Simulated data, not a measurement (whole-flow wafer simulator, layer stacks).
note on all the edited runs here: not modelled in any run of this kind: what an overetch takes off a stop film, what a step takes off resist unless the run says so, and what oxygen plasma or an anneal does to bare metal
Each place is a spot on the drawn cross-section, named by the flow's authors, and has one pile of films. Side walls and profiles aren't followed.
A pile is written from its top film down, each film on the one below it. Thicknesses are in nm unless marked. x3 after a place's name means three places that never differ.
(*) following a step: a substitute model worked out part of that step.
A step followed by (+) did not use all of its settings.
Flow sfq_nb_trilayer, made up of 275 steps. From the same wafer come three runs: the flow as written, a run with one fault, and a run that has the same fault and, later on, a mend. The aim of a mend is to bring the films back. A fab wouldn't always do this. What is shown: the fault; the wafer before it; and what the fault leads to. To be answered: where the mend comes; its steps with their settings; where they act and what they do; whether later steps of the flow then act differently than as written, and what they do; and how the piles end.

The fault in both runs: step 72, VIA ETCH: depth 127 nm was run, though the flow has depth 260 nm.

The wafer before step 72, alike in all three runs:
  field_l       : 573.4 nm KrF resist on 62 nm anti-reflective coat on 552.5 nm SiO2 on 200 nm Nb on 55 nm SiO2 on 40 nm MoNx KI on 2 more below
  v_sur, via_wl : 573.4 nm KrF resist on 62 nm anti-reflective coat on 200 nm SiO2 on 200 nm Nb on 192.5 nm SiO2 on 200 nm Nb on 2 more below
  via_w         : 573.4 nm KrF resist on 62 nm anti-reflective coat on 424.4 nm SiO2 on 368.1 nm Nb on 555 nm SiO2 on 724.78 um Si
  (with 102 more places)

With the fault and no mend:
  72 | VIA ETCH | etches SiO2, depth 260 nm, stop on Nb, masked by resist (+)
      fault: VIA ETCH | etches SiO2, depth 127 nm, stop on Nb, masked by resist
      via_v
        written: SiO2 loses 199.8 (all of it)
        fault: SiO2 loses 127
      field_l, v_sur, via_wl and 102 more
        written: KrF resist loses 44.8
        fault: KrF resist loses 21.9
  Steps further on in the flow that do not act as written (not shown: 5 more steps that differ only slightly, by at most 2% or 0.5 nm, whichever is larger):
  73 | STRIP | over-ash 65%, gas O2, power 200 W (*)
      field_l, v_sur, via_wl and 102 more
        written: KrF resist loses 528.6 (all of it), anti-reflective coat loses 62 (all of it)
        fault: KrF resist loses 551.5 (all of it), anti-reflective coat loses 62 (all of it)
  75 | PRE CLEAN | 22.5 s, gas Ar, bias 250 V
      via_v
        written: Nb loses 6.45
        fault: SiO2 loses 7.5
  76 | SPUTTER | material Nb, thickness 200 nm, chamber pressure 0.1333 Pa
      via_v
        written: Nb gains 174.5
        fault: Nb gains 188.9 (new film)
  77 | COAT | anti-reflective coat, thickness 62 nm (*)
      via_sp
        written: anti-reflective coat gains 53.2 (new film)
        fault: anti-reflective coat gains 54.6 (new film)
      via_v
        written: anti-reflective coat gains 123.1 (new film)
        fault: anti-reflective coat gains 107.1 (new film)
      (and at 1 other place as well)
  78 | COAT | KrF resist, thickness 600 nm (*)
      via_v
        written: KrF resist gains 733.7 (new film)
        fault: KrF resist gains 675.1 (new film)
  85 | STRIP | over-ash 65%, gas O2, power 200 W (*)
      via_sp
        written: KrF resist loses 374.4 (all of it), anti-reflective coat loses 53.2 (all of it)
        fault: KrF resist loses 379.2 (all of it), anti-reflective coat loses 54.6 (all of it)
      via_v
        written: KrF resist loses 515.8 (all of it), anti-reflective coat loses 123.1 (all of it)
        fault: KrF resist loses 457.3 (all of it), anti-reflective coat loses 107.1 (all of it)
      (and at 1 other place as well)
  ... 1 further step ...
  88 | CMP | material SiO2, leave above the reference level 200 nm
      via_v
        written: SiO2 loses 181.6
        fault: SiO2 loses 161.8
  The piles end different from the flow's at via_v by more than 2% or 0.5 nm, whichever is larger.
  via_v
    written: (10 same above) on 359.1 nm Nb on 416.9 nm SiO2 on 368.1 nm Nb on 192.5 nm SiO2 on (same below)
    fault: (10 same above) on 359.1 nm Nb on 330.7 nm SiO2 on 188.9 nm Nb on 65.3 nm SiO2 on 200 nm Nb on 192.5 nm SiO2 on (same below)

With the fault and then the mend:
  The mend stands after step 72.
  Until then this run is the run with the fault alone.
  72a | VIA ETCH | etches SiO2, depth 133 nm, stop on Nb, masked by resist (+) (the flow's step 72, run once more with other settings)
      field_l, v_sur, via_wl and 102 more
        KrF resist loses 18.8
      via_v
        SiO2 loses 72.8 (all of it)
  Later steps of the flow that are run all act as written at every place that is followed, up to a difference of at most 2% or 0.5 nm, whichever is larger.
  At every place that both follow, the piles at the end match the flow's.
